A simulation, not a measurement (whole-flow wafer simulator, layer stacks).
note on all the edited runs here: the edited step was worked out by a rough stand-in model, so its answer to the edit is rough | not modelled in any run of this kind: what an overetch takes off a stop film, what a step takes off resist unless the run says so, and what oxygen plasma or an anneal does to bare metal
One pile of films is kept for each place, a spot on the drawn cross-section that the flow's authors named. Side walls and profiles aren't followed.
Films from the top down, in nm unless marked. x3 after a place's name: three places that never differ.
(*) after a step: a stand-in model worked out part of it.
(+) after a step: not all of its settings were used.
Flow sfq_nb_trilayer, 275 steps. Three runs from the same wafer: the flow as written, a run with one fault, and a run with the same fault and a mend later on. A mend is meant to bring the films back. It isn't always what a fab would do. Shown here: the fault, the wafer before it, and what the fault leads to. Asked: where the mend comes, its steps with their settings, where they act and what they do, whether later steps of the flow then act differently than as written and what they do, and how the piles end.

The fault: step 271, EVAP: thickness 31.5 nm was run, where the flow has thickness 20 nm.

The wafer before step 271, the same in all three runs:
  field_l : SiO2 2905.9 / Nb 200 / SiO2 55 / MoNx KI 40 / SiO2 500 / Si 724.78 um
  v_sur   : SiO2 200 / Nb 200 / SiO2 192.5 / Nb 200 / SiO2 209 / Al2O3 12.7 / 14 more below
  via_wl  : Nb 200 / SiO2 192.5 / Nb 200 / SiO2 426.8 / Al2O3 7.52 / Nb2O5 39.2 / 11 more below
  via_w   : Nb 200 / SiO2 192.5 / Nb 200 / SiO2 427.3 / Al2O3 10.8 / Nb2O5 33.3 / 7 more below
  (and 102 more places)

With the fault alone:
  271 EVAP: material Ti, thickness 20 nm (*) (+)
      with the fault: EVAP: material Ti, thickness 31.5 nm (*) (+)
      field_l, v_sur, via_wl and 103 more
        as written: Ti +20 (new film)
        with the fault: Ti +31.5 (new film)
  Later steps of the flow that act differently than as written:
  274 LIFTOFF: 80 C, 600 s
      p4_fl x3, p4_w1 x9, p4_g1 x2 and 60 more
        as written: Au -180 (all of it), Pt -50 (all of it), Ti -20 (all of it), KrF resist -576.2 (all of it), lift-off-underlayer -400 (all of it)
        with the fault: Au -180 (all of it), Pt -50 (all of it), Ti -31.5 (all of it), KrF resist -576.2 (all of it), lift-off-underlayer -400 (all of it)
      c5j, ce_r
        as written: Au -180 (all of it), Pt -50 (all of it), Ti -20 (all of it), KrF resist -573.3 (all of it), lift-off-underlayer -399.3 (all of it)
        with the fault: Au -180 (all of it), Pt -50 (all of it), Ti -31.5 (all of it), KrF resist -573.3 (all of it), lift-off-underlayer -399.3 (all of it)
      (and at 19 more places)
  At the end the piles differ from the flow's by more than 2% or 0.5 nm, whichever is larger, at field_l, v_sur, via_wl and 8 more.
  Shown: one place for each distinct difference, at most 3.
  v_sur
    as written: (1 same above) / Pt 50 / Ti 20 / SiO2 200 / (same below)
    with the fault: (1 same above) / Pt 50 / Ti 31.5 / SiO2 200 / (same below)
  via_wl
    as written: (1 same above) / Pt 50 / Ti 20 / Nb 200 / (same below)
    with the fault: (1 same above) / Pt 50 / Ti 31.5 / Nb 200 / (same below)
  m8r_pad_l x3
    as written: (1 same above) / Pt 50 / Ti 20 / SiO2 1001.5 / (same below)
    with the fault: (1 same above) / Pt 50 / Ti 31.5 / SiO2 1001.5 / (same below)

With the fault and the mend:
  The mend comes after step 271.
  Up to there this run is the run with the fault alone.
  271a METAL ETCH: etches Ti, MoNx, depth 11.5 nm (the flow's step 190 once more, with other settings)
      field_l, v_sur, via_wl and 103 more
        Ti -11.5
  No later step of the flow acts differently than as written at any place that is followed.
  At the end the piles are the same as the flow's at every place that both follow.
